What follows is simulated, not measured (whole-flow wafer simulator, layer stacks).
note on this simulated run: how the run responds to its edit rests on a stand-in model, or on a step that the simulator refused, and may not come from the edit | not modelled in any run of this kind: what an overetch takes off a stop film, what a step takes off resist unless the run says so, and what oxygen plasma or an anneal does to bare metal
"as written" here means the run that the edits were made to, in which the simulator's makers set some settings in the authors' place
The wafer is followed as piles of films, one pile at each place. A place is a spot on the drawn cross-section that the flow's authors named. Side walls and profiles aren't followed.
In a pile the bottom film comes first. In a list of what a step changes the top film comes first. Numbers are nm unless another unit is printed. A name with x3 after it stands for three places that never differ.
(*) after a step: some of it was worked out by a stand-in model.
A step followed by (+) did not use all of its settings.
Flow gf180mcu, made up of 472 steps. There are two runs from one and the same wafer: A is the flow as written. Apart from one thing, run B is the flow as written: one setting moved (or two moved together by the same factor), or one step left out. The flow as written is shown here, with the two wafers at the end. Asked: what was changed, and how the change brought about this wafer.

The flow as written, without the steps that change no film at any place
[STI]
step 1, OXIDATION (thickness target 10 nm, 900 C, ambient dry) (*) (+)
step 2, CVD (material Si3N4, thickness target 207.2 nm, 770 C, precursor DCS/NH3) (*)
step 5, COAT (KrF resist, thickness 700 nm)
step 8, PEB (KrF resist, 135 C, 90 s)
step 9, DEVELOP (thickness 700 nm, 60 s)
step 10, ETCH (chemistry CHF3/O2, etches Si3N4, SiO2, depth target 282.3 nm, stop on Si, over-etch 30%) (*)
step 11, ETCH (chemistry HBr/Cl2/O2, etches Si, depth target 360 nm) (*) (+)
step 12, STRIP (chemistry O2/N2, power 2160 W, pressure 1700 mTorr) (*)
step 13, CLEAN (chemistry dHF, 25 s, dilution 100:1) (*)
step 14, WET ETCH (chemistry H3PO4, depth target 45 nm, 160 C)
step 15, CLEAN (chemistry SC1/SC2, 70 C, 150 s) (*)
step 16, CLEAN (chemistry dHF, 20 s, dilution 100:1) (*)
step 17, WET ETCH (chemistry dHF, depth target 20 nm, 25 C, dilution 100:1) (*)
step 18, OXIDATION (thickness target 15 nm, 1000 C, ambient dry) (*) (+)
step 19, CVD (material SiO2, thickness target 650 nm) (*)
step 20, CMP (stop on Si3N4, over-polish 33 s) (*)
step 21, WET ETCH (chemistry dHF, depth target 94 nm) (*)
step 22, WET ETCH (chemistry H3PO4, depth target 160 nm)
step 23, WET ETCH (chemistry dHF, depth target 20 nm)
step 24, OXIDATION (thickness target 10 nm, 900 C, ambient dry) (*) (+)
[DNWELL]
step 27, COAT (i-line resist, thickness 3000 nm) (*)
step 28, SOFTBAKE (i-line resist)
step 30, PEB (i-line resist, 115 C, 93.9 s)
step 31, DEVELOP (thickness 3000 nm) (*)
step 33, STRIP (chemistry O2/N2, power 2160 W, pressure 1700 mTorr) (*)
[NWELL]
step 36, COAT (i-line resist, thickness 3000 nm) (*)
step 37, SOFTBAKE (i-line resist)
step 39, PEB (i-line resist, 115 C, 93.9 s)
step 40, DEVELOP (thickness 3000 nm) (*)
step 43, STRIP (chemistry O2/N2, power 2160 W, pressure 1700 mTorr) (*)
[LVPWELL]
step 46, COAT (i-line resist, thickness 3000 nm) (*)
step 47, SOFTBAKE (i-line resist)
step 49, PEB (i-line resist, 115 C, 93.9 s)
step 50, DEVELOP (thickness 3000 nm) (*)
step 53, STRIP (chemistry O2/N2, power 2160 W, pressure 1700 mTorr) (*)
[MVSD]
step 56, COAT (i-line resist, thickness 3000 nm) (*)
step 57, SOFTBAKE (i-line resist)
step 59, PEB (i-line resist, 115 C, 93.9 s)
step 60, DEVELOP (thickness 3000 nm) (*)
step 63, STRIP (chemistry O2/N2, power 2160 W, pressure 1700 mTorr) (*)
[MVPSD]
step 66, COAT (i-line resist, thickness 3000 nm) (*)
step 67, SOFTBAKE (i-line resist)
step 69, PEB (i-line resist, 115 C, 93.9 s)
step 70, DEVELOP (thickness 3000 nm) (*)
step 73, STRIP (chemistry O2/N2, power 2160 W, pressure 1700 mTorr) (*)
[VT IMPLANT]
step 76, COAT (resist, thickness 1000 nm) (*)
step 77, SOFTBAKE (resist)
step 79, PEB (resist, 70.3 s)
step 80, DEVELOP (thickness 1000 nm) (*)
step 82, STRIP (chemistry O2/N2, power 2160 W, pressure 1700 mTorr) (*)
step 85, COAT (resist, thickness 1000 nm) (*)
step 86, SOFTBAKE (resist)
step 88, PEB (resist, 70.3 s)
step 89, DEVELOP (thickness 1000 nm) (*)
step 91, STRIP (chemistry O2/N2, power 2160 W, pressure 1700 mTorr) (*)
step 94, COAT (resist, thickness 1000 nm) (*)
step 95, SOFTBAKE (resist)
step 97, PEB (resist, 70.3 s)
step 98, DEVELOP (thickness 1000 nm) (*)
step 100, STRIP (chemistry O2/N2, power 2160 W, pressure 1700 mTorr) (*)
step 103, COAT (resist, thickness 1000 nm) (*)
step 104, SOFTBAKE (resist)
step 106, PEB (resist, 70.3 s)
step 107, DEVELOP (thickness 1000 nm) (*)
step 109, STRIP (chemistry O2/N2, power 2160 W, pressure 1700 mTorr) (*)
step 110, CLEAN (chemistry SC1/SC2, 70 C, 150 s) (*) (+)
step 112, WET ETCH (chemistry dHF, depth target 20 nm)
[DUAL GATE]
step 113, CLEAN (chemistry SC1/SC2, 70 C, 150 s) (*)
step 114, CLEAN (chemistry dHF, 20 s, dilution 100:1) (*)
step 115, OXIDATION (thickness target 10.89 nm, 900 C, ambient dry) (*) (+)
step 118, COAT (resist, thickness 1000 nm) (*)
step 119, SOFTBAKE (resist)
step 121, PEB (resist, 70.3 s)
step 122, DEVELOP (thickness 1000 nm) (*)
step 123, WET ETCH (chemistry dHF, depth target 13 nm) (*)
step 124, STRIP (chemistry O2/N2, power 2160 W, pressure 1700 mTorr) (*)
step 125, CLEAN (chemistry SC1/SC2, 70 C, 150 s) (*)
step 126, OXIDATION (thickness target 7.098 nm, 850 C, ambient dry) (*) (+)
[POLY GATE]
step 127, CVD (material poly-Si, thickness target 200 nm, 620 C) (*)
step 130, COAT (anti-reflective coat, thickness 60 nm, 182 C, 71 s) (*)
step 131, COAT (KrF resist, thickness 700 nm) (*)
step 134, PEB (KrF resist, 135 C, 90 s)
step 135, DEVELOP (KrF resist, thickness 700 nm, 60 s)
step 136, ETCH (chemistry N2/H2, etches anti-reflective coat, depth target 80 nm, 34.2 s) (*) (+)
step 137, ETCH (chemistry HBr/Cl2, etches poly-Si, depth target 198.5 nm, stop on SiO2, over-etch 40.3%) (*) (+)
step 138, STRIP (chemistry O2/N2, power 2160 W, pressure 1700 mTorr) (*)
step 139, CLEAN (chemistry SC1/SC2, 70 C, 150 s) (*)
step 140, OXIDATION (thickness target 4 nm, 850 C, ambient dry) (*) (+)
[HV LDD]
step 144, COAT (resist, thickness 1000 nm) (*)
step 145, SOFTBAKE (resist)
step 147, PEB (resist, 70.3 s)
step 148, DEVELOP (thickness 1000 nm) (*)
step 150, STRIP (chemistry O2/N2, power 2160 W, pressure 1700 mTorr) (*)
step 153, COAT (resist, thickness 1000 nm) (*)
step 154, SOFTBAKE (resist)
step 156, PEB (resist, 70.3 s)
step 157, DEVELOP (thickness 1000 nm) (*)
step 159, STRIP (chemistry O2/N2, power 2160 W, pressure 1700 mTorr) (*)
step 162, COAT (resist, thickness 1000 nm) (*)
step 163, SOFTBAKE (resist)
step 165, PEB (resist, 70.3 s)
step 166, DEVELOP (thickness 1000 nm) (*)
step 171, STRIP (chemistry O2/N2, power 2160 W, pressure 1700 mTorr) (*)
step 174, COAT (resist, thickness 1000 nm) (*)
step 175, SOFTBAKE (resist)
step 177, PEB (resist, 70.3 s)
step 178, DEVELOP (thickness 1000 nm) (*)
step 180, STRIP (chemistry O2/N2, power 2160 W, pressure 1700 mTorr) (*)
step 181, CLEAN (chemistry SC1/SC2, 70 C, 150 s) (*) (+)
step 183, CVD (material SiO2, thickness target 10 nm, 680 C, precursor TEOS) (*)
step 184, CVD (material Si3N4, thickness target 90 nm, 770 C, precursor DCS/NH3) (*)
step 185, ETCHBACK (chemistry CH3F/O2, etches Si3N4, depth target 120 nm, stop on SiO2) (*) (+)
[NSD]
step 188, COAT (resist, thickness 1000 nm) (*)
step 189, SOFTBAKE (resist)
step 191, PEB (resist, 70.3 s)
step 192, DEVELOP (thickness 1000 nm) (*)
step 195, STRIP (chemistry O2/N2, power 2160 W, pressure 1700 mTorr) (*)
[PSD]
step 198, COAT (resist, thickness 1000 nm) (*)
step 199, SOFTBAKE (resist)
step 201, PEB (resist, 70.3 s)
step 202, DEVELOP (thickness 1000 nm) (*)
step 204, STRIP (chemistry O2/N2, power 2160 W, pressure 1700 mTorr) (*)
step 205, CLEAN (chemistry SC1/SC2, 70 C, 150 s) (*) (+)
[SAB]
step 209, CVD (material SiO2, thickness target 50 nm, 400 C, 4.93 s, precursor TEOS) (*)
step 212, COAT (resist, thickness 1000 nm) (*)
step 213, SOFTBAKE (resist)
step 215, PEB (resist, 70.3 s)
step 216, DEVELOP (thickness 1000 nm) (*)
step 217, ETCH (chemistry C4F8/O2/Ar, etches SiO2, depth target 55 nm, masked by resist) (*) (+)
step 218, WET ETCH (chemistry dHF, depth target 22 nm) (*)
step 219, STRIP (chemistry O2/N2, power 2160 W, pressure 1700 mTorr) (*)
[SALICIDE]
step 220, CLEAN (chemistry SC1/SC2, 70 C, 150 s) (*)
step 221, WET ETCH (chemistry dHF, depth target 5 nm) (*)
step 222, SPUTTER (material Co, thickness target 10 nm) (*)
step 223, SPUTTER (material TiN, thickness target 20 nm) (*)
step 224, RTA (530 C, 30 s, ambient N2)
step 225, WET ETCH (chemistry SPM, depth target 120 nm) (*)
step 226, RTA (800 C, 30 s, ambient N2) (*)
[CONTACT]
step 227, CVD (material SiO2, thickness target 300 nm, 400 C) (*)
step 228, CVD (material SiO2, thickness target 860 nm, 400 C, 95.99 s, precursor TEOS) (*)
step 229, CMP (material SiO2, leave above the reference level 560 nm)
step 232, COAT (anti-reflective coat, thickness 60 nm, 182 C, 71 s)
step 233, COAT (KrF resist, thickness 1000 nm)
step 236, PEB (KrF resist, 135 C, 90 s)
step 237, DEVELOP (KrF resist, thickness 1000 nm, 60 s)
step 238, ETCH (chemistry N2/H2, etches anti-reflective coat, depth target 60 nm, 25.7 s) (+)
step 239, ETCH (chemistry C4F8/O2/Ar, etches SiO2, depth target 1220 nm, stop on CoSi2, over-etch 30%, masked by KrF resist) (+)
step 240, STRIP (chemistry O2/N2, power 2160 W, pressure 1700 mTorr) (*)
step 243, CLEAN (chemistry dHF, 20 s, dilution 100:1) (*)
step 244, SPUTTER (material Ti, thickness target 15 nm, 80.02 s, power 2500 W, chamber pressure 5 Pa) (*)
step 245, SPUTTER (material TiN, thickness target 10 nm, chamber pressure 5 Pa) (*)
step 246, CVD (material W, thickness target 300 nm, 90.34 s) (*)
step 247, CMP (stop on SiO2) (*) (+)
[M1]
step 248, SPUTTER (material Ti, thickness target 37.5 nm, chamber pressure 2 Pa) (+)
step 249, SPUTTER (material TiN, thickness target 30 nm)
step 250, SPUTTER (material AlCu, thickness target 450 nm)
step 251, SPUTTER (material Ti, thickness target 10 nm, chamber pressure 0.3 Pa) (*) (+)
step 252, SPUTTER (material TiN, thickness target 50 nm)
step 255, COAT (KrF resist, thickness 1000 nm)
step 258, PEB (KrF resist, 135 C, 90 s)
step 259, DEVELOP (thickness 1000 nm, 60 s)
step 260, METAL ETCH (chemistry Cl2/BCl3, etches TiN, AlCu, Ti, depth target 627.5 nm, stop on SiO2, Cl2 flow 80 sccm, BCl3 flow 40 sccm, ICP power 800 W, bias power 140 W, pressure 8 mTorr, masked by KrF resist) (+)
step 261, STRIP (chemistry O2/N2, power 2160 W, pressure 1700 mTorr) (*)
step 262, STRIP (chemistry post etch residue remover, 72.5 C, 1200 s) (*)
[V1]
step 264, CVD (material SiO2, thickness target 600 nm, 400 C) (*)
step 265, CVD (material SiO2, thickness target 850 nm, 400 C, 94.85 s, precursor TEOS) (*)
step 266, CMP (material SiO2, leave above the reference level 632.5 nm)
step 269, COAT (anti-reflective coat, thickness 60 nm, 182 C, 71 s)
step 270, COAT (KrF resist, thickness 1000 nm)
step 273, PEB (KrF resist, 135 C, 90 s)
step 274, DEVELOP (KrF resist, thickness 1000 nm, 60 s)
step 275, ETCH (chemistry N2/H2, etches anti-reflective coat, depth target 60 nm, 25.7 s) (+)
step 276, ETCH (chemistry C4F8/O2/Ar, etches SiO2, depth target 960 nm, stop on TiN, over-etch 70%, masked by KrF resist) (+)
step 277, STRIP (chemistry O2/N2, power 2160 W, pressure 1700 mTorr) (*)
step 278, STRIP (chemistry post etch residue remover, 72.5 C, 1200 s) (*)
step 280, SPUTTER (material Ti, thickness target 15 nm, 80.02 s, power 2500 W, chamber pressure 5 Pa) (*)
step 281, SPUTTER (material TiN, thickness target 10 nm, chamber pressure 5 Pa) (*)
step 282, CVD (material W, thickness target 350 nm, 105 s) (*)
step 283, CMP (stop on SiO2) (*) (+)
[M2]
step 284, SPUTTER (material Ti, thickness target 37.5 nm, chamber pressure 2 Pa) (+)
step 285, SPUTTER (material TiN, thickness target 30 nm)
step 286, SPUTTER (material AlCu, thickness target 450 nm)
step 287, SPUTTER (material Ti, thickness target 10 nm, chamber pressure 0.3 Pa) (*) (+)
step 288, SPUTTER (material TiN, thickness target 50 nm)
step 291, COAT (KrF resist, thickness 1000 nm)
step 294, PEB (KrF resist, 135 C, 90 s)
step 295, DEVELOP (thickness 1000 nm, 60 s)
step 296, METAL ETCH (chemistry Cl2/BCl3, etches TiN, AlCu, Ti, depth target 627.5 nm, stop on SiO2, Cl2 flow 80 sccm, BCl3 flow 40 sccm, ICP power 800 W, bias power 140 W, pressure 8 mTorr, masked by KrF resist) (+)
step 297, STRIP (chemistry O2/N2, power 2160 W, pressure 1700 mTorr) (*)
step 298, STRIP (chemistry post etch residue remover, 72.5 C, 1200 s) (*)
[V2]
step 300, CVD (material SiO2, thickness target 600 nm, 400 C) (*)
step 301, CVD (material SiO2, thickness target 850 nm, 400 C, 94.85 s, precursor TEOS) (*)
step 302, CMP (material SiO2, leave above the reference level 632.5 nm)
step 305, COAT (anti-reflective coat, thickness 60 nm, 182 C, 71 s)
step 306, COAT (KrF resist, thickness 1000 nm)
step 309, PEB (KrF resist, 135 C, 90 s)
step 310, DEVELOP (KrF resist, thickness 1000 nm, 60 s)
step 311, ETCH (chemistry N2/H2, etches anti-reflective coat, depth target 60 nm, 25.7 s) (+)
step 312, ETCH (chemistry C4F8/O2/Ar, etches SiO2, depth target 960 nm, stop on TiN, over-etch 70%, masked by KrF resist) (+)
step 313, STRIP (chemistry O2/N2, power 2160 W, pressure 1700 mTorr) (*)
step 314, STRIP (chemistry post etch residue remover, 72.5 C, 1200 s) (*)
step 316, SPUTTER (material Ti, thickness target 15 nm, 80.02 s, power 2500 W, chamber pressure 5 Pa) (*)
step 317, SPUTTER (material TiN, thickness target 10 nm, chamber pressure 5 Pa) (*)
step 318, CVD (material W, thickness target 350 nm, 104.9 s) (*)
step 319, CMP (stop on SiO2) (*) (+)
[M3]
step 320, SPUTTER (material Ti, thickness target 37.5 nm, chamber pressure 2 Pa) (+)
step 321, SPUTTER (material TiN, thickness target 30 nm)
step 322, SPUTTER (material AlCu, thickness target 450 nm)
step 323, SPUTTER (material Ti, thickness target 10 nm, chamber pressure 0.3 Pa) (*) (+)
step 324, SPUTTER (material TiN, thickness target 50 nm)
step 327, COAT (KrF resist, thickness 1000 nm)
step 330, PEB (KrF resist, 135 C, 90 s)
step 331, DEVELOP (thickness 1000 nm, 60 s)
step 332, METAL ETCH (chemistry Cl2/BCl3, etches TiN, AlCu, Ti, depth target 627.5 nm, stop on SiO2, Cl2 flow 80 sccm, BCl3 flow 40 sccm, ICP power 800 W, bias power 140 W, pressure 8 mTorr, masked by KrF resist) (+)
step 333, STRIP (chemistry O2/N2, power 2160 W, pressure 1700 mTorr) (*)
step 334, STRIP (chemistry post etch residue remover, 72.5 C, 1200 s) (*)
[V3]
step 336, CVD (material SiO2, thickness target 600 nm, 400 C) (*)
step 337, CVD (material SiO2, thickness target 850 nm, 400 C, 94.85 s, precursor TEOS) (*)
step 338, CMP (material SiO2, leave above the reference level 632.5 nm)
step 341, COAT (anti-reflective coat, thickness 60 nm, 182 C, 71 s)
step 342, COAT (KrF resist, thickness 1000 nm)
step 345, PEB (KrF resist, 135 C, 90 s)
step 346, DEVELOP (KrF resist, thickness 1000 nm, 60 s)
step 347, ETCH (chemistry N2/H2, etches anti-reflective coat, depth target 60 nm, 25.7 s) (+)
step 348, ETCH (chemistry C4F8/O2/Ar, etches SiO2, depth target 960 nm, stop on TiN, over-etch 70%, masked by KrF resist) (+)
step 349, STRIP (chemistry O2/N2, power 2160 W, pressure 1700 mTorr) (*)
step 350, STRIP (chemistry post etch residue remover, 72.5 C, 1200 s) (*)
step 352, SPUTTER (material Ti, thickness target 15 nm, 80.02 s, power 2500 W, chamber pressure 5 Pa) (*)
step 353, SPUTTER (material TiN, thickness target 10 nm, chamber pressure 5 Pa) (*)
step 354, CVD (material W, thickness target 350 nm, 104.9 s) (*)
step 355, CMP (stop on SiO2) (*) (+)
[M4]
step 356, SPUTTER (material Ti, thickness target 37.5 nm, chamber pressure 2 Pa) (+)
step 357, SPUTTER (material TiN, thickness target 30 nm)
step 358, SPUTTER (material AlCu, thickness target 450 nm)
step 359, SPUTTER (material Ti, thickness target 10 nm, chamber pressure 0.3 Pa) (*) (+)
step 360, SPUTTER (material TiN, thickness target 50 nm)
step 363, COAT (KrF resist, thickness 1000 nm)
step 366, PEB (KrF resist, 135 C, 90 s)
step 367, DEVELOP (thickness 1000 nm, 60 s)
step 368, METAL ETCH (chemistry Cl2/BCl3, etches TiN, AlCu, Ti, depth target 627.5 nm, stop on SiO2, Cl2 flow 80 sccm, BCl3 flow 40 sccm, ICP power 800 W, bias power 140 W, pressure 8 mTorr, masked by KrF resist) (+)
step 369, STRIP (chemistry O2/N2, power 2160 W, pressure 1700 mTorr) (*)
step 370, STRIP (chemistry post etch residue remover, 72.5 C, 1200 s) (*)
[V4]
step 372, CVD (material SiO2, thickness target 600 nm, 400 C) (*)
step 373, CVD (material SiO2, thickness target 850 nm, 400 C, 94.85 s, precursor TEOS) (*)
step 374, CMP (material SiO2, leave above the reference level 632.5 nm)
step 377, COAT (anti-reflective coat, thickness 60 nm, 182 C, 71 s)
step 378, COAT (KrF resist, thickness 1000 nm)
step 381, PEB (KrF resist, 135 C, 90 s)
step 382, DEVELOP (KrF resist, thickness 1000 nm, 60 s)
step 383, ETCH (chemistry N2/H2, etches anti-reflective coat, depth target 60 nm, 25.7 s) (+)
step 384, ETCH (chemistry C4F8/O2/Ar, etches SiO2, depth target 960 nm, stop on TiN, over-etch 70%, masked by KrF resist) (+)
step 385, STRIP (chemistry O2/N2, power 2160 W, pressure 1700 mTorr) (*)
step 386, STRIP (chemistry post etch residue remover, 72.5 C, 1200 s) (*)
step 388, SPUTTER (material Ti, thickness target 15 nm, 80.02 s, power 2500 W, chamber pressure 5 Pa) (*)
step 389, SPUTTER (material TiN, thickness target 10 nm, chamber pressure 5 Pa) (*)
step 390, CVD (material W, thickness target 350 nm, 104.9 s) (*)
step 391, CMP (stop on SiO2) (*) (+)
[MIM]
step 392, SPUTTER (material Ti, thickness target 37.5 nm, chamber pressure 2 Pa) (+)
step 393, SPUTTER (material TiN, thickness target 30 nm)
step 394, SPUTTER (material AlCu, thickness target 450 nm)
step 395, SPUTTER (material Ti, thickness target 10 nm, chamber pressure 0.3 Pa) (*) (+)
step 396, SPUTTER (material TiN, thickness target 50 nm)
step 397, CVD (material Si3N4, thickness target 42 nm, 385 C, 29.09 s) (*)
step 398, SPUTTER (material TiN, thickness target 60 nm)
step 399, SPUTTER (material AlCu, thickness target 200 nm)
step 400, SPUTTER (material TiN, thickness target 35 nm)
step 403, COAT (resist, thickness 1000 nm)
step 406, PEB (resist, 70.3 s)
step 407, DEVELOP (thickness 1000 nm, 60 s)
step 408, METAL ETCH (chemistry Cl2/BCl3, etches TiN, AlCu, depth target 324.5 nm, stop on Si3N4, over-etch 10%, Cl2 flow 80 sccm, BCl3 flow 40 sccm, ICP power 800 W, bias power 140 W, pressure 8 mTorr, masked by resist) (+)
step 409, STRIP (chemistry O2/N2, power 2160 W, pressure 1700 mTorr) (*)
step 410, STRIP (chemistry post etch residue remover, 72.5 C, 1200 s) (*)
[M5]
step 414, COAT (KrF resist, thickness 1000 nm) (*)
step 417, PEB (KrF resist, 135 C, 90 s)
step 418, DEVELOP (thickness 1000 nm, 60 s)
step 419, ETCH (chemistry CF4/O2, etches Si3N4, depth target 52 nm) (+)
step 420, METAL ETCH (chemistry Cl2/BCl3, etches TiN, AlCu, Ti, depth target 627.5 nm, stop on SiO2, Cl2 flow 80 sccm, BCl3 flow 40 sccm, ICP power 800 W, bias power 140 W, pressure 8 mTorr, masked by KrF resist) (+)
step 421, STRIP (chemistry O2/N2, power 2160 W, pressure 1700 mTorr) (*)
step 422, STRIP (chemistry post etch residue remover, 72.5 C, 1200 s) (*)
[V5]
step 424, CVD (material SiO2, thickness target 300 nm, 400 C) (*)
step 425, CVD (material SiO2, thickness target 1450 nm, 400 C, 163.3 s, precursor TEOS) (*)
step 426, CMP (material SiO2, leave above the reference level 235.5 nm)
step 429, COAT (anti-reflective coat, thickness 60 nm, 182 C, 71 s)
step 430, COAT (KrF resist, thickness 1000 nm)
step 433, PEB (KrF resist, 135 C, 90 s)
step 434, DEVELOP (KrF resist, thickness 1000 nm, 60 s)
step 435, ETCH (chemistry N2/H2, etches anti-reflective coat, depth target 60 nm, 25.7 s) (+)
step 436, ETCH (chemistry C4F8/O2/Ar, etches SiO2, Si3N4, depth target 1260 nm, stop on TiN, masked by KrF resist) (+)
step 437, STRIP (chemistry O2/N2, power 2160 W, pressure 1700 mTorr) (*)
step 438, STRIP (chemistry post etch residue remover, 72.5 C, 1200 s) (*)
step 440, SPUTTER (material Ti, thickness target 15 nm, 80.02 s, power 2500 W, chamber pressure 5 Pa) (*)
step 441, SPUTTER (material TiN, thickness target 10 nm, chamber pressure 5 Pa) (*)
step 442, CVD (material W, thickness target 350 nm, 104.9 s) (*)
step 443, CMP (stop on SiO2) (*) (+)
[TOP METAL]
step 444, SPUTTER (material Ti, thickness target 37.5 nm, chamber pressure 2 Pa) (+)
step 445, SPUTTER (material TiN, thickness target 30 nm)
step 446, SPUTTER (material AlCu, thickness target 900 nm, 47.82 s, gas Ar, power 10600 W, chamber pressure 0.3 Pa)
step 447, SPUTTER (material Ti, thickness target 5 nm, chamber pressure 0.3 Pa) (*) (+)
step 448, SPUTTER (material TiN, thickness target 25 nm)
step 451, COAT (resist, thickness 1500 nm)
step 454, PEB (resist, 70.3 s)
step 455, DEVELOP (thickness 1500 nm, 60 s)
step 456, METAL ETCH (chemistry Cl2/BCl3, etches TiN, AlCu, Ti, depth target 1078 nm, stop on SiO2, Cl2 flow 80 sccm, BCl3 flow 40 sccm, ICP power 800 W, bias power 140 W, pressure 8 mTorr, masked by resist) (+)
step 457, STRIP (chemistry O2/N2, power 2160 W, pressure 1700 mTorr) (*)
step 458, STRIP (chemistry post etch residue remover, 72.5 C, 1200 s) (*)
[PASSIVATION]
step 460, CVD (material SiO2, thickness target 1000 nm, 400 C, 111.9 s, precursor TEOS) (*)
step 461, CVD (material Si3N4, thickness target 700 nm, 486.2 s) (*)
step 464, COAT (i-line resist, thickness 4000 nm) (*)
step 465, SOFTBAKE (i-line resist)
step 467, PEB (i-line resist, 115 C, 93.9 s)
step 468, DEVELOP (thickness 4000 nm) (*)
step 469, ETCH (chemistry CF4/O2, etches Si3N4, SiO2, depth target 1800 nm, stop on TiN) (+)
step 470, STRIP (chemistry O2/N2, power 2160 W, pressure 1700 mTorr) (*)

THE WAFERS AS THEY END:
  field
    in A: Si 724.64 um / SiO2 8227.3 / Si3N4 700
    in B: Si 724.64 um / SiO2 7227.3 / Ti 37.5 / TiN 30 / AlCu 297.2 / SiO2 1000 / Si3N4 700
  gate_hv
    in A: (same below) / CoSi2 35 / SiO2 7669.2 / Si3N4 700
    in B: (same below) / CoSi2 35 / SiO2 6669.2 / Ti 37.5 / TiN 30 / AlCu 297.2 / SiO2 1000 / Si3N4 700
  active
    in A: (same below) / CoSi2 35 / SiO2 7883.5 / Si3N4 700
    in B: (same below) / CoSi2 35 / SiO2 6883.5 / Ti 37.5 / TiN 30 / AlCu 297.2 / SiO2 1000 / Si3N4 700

The reason: step 446, SPUTTER: 71.25 s was run, while the flow as written has 47.82 s.

The path from the change to this, step by step:
  step 446, SPUTTER (material AlCu, thickness target 900 nm, 47.82 s, gas Ar, power 10600 W, chamber pressure 0.3 Pa)
      field, field__w1, field__w2 and 109 more: A AlCu gains 900 (new film) | B AlCu gains 1350.4 (new film)
  step 456, METAL ETCH (chemistry Cl2/BCl3, etches TiN, AlCu, Ti, depth target 1078 nm, stop on SiO2, Cl2 flow 80 sccm, BCl3 flow 40 sccm, ICP power 800 W, bias power 140 W, pressure 8 mTorr, masked by resist) (+)
      field, field__w1, field__w2 and 103 more: A TiN loses 25 (all of it), Ti loses 5 (all of it), AlCu loses 900 (all of it), TiN loses 30 (all of it), Ti loses 37.5 (all of it) | B TiN loses 25 (all of it), Ti loses 5 (all of it), AlCu loses 1047.5
  step 458, STRIP (chemistry post etch residue remover, 72.5 C, 1200 s) (*)
      field, field__w1, field__w2 and 103 more: A nothing | B AlCu loses 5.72
  step 460, CVD (material SiO2, thickness target 1000 nm, 400 C, 111.9 s, precursor TEOS) (*)
      field, field__w1, field__w2 and 103 more: A SiO2 gains 1000 | B SiO2 gains 1000 (new film)
  step 464, COAT (i-line resist, thickness 4000 nm) (*)
      field__w8: A i-line resist gains 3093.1 (new film) | B i-line resist gains 3018.1 (new film)
      contact: A i-line resist gains 3153.6 (new film) | B i-line resist gains 3059.2 (new film)
      (and at 4 other places as well)
  step 465, SOFTBAKE (i-line resist)
      ld_acc_p, ld_fp_p, ld_drift_p: A i-line resist gains 33.8 | B i-line resist gains 30.6
      field__w1: A i-line resist loses 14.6 | B i-line resist loses 16
      (and at 56 other places as well)
  step 467, PEB (i-line resist, 115 C, 93.9 s)
      field__w8, m1__w1: A i-line resist loses 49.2 | B i-line resist loses 47.6
      contact, m1: A i-line resist loses 49.6 | B i-line resist loses 47.9
      (and at 2 other places as well)
  step 468, DEVELOP (thickness 4000 nm) (*)
      pad: A i-line resist loses 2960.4 (all of it) | B i-line resist loses 2875.7 (all of it)
  step 470, STRIP (chemistry O2/N2, power 2160 W, pressure 1700 mTorr) (*)
      field__w8: A i-line resist loses 1775.9 (all of it) | B i-line resist loses 1694 (all of it)
      contact: A i-line resist loses 1798.3 (all of it) | B i-line resist loses 1709.2 (all of it)
      (and at 3 other places as well)
If metal films that touch count as one body, field has 1 body; the flow as written gives 0 bodies.
If metal films that touch count as one body, gate_hv has 2 bodies (between them, from the top down: SiO2 6669.2); the flow as written gives 1 body.
If metal films that touch count as one body, active has 2 bodies (between them, from the top down: SiO2 6883.5); the flow as written gives 1 body.
